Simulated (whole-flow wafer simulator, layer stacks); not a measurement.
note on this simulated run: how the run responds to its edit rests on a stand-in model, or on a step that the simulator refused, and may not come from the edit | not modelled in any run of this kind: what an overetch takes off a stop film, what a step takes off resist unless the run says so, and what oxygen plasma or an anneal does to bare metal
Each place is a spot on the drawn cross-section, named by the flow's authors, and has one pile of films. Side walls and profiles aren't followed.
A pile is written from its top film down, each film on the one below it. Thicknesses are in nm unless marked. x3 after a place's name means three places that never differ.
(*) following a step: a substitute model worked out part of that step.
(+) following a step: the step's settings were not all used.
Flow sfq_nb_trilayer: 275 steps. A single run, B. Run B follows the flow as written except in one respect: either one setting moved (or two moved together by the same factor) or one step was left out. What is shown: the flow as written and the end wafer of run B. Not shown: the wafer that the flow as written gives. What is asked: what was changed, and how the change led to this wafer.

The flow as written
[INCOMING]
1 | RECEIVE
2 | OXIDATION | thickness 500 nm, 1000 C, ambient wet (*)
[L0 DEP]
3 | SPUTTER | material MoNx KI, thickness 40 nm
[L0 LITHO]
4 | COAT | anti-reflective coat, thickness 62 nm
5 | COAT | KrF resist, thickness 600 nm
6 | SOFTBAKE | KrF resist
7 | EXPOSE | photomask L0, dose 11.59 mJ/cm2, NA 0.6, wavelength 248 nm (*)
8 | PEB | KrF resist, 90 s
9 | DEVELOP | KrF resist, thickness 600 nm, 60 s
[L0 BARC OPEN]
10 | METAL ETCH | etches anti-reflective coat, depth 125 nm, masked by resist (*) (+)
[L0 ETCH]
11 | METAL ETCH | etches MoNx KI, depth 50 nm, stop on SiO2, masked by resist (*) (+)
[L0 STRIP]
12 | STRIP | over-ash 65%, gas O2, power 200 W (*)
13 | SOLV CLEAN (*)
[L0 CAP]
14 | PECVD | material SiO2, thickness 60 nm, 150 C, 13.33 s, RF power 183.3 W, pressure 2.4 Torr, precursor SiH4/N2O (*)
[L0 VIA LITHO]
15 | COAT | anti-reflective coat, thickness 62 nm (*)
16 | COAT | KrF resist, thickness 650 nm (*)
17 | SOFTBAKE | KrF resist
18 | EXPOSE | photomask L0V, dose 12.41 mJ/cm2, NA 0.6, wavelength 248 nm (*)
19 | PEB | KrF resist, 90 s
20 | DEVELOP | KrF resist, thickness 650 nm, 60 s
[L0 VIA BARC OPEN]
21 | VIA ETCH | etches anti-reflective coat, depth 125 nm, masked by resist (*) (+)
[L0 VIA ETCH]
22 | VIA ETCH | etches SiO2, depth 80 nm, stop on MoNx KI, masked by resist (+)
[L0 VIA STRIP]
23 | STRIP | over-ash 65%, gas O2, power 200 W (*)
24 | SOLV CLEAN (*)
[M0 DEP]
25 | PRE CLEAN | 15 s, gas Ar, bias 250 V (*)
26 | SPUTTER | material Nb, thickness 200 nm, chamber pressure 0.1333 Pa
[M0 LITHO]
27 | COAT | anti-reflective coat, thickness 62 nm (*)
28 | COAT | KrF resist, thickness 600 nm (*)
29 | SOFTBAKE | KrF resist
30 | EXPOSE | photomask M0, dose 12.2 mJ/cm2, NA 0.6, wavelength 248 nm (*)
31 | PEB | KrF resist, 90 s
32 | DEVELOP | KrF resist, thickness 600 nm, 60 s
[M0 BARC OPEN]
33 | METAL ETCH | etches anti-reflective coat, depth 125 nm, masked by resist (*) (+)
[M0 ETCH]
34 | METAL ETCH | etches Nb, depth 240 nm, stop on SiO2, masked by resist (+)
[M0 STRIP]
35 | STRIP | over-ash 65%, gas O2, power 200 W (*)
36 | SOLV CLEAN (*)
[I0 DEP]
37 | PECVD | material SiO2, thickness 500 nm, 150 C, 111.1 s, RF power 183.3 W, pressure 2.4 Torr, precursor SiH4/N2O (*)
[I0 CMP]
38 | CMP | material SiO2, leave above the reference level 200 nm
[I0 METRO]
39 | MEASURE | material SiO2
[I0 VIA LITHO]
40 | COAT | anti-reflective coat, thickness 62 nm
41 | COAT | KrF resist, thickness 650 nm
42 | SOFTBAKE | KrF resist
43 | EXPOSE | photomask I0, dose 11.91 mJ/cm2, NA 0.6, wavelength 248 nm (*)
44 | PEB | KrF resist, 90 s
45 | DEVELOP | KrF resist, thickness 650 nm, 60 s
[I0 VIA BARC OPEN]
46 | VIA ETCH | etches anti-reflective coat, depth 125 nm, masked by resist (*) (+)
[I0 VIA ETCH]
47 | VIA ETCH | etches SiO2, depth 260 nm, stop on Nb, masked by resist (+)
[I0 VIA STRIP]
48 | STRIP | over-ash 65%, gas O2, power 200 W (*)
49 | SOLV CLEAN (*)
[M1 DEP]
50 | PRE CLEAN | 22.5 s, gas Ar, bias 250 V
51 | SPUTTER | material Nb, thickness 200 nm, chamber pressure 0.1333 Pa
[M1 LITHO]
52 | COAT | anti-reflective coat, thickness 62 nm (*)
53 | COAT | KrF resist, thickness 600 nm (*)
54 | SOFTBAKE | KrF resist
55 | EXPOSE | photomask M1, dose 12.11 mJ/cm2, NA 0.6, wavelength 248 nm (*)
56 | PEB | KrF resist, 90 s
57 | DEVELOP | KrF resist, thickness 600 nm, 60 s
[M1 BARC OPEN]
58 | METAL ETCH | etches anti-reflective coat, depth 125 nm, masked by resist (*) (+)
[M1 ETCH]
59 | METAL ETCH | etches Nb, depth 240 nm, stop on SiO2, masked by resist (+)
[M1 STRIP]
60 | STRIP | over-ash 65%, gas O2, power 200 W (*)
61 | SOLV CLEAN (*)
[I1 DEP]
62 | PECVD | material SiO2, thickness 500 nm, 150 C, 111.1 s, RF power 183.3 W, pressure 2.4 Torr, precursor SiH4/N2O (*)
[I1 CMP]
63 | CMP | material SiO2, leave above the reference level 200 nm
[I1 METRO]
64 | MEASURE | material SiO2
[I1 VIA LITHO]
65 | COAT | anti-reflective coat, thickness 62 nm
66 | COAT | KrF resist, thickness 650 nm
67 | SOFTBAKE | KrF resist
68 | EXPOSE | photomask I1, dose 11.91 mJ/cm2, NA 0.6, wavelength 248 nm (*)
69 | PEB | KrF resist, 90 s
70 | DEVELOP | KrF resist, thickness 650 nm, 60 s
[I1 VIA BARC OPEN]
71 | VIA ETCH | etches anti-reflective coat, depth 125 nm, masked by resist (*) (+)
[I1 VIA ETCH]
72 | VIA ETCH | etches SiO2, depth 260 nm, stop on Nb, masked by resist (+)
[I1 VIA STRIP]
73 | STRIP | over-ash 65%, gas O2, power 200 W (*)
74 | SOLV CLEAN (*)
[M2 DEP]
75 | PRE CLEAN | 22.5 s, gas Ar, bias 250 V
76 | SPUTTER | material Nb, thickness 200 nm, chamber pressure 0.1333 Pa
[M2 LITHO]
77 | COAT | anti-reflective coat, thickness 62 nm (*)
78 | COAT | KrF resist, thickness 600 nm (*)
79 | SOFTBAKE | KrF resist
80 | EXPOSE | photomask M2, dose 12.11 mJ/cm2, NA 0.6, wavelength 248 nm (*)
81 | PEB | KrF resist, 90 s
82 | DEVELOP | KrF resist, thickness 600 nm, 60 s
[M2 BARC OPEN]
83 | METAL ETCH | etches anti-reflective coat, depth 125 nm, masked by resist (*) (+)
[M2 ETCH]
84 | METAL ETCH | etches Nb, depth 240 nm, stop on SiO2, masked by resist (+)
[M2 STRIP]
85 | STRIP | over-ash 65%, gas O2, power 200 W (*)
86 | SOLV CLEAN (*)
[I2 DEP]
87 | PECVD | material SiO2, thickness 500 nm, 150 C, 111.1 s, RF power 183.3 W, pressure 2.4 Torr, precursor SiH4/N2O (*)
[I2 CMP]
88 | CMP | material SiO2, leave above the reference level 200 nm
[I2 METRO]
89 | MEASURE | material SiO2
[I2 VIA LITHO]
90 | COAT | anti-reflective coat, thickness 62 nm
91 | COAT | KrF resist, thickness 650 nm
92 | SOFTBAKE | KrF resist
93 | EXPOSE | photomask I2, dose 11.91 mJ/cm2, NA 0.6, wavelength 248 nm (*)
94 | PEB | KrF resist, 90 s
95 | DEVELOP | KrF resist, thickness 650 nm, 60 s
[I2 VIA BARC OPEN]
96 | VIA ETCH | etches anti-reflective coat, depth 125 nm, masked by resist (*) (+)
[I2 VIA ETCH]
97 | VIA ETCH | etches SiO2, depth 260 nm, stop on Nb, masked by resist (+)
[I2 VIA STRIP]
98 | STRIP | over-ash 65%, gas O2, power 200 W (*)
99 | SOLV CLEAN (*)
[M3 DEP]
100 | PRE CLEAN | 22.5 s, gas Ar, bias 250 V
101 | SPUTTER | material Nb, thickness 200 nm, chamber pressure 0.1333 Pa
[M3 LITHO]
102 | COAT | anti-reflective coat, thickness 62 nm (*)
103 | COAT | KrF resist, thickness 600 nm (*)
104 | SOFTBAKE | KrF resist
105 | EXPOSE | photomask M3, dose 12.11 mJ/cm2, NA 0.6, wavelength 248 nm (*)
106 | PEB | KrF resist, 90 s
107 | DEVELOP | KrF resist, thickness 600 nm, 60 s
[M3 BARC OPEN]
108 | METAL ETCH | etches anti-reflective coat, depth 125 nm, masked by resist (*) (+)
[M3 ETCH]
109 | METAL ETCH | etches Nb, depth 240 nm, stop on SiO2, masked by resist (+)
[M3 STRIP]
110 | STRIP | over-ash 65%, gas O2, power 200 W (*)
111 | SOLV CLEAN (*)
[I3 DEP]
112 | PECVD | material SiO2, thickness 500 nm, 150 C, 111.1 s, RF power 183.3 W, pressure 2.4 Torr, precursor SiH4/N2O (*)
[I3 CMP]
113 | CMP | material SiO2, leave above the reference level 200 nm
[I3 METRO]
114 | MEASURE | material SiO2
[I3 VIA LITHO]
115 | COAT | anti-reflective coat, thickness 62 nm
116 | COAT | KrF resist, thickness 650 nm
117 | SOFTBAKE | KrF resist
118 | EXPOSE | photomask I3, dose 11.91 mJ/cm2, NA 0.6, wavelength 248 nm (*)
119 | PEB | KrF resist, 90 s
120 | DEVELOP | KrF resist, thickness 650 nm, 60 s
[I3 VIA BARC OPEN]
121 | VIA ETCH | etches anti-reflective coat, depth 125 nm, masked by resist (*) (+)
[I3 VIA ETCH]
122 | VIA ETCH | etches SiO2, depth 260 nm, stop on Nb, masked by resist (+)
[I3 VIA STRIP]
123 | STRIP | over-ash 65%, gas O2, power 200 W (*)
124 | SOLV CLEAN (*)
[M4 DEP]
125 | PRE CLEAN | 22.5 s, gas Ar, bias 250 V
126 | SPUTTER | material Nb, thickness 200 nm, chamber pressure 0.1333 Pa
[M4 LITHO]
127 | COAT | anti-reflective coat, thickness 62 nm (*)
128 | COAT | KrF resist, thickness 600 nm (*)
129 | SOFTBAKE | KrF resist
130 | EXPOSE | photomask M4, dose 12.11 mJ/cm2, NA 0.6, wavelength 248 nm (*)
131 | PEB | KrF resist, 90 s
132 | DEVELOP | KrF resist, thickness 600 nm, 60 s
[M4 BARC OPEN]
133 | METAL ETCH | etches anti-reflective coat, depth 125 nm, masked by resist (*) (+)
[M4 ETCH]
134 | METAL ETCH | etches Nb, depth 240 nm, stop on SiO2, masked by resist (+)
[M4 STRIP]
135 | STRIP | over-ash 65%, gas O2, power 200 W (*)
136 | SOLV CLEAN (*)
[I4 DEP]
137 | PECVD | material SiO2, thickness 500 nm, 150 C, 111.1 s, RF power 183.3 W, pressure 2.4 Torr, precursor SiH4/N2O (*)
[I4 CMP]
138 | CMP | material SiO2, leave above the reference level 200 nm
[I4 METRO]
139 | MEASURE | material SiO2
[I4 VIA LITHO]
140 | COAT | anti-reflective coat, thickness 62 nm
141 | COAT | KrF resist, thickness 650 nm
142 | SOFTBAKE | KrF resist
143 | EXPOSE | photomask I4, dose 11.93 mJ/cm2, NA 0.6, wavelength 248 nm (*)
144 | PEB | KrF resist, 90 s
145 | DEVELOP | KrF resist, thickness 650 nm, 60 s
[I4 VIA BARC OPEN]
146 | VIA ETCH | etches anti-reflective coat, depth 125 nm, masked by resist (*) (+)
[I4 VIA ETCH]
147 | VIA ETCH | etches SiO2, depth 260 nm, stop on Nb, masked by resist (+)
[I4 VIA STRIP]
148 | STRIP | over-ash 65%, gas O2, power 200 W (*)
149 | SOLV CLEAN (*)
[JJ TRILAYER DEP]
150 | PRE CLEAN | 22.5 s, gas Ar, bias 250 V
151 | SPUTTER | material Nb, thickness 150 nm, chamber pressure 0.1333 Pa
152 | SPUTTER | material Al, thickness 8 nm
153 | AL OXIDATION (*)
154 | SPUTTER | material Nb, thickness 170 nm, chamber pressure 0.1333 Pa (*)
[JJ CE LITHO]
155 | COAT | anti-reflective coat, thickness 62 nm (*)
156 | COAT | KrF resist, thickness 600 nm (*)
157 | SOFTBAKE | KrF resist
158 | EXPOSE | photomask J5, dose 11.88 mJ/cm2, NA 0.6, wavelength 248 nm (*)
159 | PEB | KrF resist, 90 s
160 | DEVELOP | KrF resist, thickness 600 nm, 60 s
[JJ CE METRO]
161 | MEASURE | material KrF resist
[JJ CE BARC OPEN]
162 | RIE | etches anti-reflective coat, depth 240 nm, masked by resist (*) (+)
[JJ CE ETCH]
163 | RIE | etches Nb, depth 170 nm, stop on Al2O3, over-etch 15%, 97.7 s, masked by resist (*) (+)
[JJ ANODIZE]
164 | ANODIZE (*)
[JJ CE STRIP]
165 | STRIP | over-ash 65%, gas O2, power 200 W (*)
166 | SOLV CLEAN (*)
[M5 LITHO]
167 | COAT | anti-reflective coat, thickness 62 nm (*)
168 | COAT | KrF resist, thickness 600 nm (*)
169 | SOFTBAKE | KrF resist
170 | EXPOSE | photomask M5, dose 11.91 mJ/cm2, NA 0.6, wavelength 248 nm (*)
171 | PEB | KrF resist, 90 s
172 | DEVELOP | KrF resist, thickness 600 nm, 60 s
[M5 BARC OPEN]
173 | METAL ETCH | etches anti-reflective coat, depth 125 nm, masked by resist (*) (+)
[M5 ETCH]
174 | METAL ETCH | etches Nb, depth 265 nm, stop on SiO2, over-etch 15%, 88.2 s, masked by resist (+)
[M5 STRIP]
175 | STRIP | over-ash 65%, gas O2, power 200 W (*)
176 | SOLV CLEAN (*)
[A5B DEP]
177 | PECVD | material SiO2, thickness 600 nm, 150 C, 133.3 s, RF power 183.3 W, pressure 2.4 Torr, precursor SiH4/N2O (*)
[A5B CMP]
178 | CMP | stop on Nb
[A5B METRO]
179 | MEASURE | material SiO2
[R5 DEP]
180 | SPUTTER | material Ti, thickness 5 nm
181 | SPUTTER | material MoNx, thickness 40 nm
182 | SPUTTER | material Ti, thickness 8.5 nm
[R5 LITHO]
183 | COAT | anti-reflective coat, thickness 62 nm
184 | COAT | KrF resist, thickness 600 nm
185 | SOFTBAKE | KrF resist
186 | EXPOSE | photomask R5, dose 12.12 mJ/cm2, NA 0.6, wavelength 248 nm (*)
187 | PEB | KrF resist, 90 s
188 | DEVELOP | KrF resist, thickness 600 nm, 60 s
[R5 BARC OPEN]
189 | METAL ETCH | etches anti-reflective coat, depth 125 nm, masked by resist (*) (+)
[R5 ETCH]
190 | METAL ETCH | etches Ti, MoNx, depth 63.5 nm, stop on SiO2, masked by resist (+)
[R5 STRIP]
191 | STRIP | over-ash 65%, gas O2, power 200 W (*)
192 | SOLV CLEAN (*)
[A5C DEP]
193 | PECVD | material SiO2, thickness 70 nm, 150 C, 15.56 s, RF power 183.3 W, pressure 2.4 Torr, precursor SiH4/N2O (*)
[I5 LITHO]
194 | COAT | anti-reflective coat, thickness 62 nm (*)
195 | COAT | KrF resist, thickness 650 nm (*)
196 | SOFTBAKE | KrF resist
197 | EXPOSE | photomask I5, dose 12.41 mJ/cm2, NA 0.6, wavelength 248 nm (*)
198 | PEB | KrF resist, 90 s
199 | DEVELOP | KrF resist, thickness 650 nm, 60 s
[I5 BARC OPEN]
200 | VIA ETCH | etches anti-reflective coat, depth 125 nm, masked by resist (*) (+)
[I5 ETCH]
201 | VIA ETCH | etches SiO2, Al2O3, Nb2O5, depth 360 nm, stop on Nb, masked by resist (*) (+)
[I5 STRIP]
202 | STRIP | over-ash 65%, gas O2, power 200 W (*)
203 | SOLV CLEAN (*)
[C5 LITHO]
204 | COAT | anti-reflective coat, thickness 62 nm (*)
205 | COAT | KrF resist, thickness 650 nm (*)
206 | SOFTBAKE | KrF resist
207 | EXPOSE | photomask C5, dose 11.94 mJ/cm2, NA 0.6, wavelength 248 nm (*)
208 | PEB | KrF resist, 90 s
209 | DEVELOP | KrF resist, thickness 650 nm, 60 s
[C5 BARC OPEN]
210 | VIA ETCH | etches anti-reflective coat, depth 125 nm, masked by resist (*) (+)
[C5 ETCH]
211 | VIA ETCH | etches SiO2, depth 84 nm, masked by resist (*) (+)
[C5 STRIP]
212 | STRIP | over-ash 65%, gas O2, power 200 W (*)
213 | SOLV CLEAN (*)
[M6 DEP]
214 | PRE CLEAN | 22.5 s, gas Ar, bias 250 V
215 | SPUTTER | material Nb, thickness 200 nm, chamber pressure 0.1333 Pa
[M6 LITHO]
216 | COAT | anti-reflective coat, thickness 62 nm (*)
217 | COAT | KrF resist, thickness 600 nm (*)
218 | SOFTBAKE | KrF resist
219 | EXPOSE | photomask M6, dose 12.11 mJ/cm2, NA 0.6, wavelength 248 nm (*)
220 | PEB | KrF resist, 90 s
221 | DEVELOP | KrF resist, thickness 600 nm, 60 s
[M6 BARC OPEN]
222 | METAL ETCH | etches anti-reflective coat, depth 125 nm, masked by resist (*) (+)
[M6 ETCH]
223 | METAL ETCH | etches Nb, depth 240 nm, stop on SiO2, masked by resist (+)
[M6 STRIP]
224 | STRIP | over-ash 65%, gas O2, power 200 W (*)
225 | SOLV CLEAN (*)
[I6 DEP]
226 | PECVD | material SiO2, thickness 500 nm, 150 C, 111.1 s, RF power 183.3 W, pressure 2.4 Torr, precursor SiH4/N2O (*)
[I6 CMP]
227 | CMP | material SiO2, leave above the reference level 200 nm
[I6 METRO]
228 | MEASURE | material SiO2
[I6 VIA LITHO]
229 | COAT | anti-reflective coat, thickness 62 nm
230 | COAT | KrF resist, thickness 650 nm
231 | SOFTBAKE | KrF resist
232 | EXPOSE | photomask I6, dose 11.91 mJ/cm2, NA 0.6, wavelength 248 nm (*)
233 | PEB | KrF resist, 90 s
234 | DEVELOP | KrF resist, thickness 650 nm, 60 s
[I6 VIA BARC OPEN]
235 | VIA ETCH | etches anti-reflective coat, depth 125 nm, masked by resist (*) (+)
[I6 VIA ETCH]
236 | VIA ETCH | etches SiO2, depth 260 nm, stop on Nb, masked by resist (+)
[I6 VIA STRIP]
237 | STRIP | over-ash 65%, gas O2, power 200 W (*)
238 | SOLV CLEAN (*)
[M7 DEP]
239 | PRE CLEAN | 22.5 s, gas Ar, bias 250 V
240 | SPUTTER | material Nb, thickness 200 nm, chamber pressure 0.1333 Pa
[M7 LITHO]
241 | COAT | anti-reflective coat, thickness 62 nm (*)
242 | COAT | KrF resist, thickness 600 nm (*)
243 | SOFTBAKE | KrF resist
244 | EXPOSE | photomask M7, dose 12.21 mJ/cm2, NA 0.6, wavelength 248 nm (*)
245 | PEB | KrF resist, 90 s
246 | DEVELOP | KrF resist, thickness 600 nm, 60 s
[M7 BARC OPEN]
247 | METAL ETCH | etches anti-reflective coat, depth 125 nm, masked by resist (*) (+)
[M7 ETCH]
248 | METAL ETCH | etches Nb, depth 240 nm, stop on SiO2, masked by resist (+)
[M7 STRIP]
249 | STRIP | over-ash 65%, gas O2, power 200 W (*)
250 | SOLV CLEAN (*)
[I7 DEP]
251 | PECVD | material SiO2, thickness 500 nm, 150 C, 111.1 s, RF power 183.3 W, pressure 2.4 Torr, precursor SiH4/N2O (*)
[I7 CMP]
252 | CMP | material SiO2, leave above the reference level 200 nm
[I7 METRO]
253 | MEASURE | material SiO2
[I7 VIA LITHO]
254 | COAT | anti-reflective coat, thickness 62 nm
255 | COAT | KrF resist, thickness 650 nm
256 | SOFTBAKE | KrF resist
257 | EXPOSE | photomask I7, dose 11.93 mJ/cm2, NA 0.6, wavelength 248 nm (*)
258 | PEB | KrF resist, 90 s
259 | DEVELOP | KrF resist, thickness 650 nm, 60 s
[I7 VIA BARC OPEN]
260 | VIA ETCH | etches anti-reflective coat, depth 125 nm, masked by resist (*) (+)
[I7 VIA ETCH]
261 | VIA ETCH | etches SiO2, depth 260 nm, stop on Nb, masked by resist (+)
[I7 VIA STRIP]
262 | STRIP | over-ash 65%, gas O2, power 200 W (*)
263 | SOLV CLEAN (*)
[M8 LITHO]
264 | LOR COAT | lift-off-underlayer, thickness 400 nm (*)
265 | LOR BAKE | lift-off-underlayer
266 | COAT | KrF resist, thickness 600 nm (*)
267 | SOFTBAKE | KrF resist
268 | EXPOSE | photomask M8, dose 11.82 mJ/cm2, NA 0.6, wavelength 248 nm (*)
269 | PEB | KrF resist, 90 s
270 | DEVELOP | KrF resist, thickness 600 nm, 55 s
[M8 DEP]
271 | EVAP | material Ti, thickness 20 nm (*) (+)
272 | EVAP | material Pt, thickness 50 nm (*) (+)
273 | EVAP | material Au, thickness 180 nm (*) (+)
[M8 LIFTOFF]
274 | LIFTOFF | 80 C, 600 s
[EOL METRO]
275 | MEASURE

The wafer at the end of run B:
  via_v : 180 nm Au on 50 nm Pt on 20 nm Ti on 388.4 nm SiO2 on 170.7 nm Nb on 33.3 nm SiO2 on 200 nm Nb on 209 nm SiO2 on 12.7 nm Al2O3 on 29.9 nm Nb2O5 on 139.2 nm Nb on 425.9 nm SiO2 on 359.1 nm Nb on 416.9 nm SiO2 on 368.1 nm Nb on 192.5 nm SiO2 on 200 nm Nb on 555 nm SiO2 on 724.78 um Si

The reason: step 236, VIA ETCH: depth 159 nm was run, though the flow has depth 260 nm.

Step by step, how the change led to this:
  236 | VIA ETCH | etches SiO2, depth 260 nm, stop on Nb, masked by resist (+)
      via_v: -159 SiO2 (as written it would have been: -199.8 SiO2 (all of it))
      field_l, v_sur, via_wl and 102 more: -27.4 KrF resist (as written it would have been: -44.8 KrF resist)
  237 | STRIP | over-ash 65%, gas O2, power 200 W (*)
      field_l, v_sur, via_wl and 102 more: -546 KrF resist (all of it), -62 anti-reflective coat (all of it) (as written it would have been: -528.6 KrF resist (all of it), -62 anti-reflective coat (all of it))
  239 | PRE CLEAN | 22.5 s, gas Ar, bias 250 V
      via_v: -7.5 SiO2 (as written it would have been: -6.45 Nb)
  240 | SPUTTER | material Nb, thickness 200 nm, chamber pressure 0.1333 Pa
      via_v: +170.7 Nb (new film) (as written it would have been: +161.1 Nb)
  241 | COAT | anti-reflective coat, thickness 62 nm (*)
      via_v: +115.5 anti-reflective coat (new film) (as written it would have been: +126 anti-reflective coat (new film))
  242 | COAT | KrF resist, thickness 600 nm (*)
      via_v: +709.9 KrF resist (new film) (as written it would have been: +742.5 KrF resist (new film))
  249 | STRIP | over-ash 65%, gas O2, power 200 W (*)
      via_v: -492.1 KrF resist (all of it), -115.5 anti-reflective coat (all of it) (as written it would have been: -524.5 KrF resist (all of it), -126 anti-reflective coat (all of it))
  251 | PECVD | material SiO2, thickness 500 nm, 150 C, 111.1 s, RF power 183.3 W, pressure 2.4 Torr, precursor SiH4/N2O (*)
      via_v: +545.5 SiO2 (new film) (as written it would have been: +621 SiO2 (new film))
  252 | CMP | material SiO2, leave above the reference level 200 nm
      via_v: -157.1 SiO2 (as written it would have been: -183.1 SiO2)
Taking metal films that touch as one body, via_v has 7 bodies (between them, from the top down: SiO2 388.4; SiO2 33.3; SiO2 209 / Al2O3 12.7 / Nb2O5 29.9; SiO2 425.9; SiO2 416.9; SiO2 192.5); the flow as written gives 6 bodies (between them, from the top down: SiO2 437.8; SiO2 209 / Al2O3 12.7 / Nb2O5 29.9; SiO2 425.9; SiO2 416.9; SiO2 192.5).
